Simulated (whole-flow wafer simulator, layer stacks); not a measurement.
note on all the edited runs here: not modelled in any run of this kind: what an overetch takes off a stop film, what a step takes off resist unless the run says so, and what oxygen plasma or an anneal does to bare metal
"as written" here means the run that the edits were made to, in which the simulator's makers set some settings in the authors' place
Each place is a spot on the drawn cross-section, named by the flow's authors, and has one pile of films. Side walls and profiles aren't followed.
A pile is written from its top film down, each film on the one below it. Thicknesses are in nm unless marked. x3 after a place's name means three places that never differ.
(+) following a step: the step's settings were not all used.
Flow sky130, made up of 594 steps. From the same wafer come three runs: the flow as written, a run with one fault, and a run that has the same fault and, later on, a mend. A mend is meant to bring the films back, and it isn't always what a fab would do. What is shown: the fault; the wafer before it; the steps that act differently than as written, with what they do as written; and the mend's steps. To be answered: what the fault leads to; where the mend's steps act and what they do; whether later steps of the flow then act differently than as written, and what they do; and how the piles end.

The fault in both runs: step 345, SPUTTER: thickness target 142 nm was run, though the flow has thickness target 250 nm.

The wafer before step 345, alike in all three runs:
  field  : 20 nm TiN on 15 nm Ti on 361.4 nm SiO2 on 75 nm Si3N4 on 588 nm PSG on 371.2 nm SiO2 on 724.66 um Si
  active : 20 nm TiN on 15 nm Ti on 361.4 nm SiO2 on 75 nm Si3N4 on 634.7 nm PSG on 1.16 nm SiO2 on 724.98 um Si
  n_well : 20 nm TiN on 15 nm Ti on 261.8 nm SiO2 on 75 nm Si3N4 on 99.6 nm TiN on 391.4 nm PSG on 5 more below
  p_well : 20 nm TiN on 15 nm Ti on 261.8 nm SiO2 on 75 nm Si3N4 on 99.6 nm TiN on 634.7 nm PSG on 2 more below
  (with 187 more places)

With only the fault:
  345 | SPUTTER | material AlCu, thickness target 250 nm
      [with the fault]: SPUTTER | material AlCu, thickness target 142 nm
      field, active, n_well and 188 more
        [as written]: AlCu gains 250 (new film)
        [with the fault]: AlCu gains 142 (new film)
  Steps further on in the flow that do not act as written (3 more steps, not shown, differ only slightly: by at most 2% or 0.5 nm, whichever is larger):
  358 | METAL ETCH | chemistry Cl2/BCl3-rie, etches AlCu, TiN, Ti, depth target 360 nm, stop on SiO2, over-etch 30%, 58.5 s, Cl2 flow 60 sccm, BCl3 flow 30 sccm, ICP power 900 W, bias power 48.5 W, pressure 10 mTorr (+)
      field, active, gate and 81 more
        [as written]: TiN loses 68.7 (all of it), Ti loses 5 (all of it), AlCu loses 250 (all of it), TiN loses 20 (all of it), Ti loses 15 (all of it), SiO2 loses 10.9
        [with the fault]: TiN loses 68.7 (all of it), Ti loses 5 (all of it), AlCu loses 142 (all of it), TiN loses 20 (all of it), Ti loses 15 (all of it), SiO2 loses 21.7
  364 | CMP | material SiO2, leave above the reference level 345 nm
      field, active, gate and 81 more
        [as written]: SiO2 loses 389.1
        [with the fault]: SiO2 loses 486.3
  At field, active, n_well and 190 more, the piles at the end differ from the flow's by more than 2% or 0.5 nm, whichever is larger.
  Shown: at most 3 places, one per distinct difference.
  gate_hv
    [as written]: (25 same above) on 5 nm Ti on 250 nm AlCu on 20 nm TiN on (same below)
    [with the fault]: (25 same above) on 5 nm Ti on 142 nm AlCu on 20 nm TiN on (same below)
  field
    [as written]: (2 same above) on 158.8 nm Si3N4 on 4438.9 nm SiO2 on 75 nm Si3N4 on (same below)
    [with the fault]: (2 same above) on 158.8 nm Si3N4 on 4330.9 nm SiO2 on 75 nm Si3N4 on (same below)
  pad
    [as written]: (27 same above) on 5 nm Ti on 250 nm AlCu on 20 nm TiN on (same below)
    [with the fault]: (27 same above) on 5 nm Ti on 142 nm AlCu on 20 nm TiN on (same below)

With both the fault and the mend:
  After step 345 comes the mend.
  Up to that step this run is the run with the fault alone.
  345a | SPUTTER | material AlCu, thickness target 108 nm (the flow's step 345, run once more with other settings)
      field, active, n_well and 188 more
        AlCu gains 108
  None of the later steps of the flow acts differently than as written at any place that is followed.
  The piles end the same as the flow's at every place that both follow.
